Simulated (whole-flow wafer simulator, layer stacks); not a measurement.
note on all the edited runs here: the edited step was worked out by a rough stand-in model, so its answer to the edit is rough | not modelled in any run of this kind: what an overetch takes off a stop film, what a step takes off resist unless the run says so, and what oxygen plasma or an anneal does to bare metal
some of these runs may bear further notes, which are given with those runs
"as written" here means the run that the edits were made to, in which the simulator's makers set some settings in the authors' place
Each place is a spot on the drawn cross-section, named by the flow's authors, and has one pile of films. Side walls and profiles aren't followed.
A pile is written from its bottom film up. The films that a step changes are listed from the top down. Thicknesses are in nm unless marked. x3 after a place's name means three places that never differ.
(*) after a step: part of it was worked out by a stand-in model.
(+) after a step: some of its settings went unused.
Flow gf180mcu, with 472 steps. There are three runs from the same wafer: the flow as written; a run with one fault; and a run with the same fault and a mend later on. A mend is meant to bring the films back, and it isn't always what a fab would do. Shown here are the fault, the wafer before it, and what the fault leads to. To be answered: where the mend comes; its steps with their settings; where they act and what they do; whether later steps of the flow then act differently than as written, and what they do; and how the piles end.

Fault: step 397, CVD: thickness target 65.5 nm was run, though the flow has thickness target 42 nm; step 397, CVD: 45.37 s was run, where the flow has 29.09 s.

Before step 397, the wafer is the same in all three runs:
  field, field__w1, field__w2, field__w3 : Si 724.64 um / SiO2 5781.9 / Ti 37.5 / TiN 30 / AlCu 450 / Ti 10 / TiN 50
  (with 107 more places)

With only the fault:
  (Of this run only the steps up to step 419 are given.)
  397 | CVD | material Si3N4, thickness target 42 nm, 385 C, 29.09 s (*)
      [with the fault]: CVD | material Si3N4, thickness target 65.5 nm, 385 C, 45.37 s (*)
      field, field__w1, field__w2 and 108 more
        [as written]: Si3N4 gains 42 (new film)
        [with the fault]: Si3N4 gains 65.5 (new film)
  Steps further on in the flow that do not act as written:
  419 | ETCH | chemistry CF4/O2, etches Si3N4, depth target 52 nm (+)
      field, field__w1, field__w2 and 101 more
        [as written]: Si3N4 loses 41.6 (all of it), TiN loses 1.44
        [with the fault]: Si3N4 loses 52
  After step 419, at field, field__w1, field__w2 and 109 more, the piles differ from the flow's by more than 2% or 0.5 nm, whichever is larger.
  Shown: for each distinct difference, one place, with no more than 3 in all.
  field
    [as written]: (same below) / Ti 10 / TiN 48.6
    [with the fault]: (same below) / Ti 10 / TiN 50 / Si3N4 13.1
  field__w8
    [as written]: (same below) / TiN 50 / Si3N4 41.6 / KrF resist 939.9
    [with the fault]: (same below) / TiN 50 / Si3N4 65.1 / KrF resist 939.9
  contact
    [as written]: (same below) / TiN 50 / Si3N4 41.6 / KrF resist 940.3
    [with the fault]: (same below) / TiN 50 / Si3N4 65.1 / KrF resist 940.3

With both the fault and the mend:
  The mend follows step 397.
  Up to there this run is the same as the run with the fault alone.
  397a | WET ETCH | chemistry H3PO4, depth target 23.5 nm, 160 C (a further turn of the flow's step 14, with different settings)
      field, field__w1, field__w2 and 108 more
        Si3N4 loses 23.5
  None of the later steps of the flow differs from how it acts as written, at any place that is followed, by more than 2% or 0.5 nm, whichever is larger.
  When the end is reached, the piles differ only a little from the flow's at the places that both follow, at most by 2% or 0.5 nm, whichever is larger.
